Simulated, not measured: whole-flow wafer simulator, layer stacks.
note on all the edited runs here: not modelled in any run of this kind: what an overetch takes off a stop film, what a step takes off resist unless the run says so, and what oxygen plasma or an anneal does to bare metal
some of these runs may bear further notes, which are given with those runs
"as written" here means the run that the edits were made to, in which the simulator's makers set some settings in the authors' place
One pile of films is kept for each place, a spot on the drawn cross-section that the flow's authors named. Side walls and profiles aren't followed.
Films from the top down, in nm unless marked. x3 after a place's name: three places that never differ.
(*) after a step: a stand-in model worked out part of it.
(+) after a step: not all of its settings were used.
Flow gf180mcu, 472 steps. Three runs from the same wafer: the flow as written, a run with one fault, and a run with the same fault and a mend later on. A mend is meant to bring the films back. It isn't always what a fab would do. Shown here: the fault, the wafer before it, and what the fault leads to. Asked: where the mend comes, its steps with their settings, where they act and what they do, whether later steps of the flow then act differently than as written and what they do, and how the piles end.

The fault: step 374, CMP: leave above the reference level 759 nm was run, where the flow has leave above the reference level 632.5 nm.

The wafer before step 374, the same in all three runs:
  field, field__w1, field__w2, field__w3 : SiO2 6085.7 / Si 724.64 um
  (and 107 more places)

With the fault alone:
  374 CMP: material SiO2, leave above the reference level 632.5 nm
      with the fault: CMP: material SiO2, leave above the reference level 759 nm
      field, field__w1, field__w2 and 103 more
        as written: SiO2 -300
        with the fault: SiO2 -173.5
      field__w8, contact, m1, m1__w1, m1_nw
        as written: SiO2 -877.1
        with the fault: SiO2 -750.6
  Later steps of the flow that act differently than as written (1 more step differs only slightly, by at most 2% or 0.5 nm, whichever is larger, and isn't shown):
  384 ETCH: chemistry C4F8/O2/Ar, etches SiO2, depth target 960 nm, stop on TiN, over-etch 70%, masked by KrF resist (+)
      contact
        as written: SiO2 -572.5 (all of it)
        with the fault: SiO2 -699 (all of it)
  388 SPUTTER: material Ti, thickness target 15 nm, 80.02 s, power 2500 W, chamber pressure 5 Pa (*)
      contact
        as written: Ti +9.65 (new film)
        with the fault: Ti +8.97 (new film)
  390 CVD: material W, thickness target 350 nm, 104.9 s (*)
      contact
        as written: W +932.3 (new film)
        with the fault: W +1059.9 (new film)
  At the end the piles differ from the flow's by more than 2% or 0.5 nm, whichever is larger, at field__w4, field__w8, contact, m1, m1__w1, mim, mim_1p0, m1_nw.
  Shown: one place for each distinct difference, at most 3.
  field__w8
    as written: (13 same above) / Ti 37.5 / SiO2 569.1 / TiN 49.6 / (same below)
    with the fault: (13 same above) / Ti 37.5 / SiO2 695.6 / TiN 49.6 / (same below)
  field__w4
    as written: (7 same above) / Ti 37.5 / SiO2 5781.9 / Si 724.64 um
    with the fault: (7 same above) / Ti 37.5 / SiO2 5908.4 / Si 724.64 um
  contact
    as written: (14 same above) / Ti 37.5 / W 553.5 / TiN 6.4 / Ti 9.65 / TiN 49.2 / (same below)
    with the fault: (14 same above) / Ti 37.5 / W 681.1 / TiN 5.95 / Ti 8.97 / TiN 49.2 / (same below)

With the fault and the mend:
  The mend comes after step 382.
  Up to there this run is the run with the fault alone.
  382a STRIP: chemistry O2/N2, power 2160 W, pressure 1700 mTorr (*)
      field, field__w1, field__w2 and 107 more
        KrF resist -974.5 (all of it), anti-reflective coat -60 (all of it)
      contact
        anti-reflective coat -60 (all of it)
  382b CMP: material SiO2, leave above the reference level 632.5 nm (the flow's step 374 once more)
      field, field__w1, field__w2 and 108 more
        SiO2 -126.5
  382c HMDS: 120 C, 60 s (the flow's step 376 once more)
      changes no film at any place that is followed
  382d COAT: anti-reflective coat, thickness 60 nm, 182 C, 71 s (the flow's step 377 once more)
      field, field__w1, field__w2 and 108 more
        anti-reflective coat +60 (new film)
  382e COAT: KrF resist, thickness 1000 nm (the flow's step 378 once more)
      field, field__w1, field__w2 and 108 more
        KrF resist +1000 (new film)
  382f SOFTBAKE: KrF resist (the flow's step 379 once more)
      changes no film at any place that is followed
  382g EXPOSE: photomask Via4 (the flow's step 380 once more)
      changes no film at any place that is followed
  382h PEB: KrF resist, 135 C, 90 s (the flow's step 381 once more)
      field, field__w1, field__w2 and 108 more
        KrF resist -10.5
  382i DEVELOP: KrF resist, thickness 1000 nm, 60 s (the flow's step 382 once more)
      field, field__w1, field__w2 and 107 more
        KrF resist -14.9
      contact
        KrF resist -989.5 (all of it)
  No later step of the flow acts differently than as written at any place that is followed.
  At the end the piles are the same as the flow's at every place that both follow.
